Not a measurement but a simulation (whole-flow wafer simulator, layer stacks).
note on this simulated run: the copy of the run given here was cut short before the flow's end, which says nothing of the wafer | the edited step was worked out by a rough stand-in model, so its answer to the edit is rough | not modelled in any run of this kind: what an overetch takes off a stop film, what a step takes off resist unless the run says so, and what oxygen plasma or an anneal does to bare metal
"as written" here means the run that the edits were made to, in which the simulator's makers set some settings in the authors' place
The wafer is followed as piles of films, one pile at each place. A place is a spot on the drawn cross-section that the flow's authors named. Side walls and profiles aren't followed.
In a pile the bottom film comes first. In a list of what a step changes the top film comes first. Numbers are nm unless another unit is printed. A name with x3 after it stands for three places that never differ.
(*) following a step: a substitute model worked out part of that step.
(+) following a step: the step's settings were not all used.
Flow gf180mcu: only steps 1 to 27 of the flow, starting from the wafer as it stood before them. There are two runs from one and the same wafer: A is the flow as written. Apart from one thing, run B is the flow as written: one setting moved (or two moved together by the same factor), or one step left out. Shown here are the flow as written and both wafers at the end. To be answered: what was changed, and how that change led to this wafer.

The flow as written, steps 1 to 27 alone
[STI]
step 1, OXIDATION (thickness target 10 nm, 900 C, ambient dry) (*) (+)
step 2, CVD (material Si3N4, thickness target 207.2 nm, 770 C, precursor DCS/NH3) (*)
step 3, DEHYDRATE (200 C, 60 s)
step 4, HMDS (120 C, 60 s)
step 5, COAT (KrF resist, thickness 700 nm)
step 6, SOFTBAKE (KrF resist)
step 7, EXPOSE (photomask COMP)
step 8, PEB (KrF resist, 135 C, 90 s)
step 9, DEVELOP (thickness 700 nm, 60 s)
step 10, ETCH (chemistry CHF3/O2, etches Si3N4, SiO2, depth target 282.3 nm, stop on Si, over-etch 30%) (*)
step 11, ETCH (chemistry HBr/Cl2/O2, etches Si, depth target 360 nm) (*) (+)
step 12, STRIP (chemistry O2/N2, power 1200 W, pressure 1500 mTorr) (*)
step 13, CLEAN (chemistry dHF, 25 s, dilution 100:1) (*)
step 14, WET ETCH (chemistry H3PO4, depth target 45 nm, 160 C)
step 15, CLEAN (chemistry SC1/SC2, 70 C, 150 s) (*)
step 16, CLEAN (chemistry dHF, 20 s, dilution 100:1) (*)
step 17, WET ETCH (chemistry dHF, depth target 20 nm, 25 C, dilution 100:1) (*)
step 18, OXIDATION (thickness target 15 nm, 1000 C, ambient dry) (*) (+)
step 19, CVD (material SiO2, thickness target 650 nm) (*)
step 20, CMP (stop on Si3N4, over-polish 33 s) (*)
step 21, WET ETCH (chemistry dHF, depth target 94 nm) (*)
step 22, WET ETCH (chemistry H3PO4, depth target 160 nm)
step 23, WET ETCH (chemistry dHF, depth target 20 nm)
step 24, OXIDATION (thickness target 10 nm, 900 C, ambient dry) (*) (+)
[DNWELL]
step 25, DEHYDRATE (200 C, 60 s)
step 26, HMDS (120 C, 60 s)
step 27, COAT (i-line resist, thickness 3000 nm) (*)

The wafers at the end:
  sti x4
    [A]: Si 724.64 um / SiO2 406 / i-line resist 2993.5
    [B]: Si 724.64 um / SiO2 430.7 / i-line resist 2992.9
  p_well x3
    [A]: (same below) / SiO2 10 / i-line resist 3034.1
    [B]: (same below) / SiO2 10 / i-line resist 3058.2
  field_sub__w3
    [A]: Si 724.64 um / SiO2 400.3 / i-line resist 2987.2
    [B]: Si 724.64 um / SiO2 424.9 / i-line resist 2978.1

Cause: step 21, WET ETCH: depth target 69.3 nm was run, though the flow has depth target 94 nm.

How this came from the change, step by step:
  step 21, WET ETCH (chemistry dHF, depth target 94 nm) (*)
      active, n_well, p_well x3 and 38 more: A Si3N4 loses 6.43 | B Si3N4 loses 4.76
      field, field_sub, sti x4 and 31 more: A SiO2 loses 94 | B SiO2 loses 69.3
